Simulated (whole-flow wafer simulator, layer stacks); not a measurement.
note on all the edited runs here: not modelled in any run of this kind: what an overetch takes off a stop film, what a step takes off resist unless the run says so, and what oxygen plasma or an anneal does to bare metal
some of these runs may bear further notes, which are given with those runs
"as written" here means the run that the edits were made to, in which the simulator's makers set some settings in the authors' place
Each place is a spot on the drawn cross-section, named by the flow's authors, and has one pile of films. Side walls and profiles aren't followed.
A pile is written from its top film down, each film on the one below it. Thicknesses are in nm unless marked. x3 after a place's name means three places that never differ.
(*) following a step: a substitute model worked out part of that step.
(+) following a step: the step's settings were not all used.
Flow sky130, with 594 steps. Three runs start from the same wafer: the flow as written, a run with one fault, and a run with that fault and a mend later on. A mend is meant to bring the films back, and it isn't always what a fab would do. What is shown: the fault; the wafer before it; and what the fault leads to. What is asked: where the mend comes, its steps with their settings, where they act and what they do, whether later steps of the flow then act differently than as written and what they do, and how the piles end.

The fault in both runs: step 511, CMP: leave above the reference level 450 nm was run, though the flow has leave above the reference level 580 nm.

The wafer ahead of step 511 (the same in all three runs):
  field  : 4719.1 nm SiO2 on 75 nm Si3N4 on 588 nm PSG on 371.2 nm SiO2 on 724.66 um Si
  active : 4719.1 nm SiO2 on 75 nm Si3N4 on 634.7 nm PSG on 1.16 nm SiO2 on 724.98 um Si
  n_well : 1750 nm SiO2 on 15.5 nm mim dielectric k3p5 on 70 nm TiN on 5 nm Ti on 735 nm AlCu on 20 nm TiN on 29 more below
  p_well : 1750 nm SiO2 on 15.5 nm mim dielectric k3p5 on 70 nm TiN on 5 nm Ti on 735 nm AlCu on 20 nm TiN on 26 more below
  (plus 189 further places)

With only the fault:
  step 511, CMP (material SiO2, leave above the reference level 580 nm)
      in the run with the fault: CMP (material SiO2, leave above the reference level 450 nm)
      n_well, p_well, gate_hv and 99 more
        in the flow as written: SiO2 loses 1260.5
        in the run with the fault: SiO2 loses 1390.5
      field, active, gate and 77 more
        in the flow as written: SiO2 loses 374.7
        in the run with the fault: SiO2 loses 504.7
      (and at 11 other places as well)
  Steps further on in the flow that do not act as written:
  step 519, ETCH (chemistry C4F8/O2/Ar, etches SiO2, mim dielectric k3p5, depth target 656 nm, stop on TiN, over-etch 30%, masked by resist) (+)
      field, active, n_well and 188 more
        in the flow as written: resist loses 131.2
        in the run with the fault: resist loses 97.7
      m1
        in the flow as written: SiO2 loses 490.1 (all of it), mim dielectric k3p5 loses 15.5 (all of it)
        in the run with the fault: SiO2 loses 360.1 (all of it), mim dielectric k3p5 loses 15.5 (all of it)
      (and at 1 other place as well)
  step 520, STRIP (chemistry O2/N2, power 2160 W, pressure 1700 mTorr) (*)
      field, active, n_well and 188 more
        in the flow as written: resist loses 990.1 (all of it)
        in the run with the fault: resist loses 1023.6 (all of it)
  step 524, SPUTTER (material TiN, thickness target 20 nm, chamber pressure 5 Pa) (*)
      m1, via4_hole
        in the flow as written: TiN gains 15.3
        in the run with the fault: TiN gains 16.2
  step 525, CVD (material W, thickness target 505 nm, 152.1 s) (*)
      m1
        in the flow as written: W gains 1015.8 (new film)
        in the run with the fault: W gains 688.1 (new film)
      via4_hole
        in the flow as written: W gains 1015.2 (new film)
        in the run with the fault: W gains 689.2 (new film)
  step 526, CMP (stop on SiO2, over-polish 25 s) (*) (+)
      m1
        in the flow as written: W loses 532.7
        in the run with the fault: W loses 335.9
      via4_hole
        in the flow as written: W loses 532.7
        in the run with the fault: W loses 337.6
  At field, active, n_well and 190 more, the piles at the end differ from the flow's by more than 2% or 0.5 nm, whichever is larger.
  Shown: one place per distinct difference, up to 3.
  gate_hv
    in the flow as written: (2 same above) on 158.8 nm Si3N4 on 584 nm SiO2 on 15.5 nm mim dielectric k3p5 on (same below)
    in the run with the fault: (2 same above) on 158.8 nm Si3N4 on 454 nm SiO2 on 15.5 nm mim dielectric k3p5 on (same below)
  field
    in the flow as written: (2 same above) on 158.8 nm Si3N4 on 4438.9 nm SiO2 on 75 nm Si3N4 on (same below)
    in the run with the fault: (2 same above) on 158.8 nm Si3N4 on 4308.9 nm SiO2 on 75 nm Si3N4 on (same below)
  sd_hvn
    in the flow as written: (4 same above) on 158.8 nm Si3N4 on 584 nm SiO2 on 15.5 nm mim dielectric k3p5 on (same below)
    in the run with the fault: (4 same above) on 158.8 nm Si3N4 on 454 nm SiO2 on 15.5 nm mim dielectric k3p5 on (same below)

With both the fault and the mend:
  The mend follows step 511.
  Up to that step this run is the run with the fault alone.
  step 511a, HDPCVD (thickness target 130 nm) (*) (a further turn of the flow's step 510, with different settings)
      field, active, n_well and 190 more
        SiO2 gains 130
  Later steps of the flow that are run all act as written at every place that is followed.
  By the end, the piles equal the flow's at every place that both follow.
